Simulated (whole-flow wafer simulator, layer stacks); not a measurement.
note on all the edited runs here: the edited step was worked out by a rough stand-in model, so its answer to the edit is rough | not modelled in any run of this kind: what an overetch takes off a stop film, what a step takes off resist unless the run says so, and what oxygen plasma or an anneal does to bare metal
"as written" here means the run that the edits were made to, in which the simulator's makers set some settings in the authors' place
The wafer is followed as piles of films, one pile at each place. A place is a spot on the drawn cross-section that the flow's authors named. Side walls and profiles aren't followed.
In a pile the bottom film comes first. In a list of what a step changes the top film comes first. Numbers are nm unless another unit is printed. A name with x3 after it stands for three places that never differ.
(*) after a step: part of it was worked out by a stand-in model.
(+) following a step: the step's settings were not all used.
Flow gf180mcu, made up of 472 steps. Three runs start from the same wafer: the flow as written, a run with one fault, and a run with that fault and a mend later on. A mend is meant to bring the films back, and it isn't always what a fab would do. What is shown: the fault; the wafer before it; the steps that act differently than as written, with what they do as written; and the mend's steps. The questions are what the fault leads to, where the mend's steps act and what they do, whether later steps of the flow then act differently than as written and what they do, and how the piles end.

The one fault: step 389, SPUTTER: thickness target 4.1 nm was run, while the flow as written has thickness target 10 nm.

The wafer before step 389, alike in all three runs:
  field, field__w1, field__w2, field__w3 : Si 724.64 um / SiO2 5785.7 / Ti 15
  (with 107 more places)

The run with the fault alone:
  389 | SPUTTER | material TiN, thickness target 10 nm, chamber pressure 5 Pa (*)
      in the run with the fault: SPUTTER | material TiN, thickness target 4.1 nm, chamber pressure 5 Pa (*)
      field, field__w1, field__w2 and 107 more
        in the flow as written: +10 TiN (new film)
        in the run with the fault: +4.1 TiN (new film)
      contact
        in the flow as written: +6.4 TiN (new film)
        in the run with the fault: +2.63 TiN (new film)
  Later steps of the flow acting differently than as written (1 other step is not shown; it differs only slightly, by no more than 2% or 0.5 nm, whichever is larger):
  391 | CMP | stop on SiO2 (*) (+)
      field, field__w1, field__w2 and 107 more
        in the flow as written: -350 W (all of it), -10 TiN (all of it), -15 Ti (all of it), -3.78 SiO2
        in the run with the fault: -350 W (all of it), -4.1 TiN (all of it), -15 Ti (all of it), -3.72 SiO2
  By the end, the piles at contact depart from the flow's by more than 2% or 0.5 nm, whichever is larger.
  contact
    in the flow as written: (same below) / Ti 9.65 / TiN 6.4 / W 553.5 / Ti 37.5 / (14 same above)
    in the run with the fault: (same below) / Ti 9.65 / TiN 2.63 / W 557.3 / Ti 37.5 / (14 same above)

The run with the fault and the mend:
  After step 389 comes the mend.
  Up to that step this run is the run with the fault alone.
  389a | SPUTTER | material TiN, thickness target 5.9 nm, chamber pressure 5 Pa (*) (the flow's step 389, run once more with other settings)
      field, field__w1, field__w2 and 107 more
        +5.9 TiN
      contact
        +3.78 TiN
  None of the later steps of the flow acts differently than as written at any place that is followed.
  By the end, the piles equal the flow's at every place that both follow.
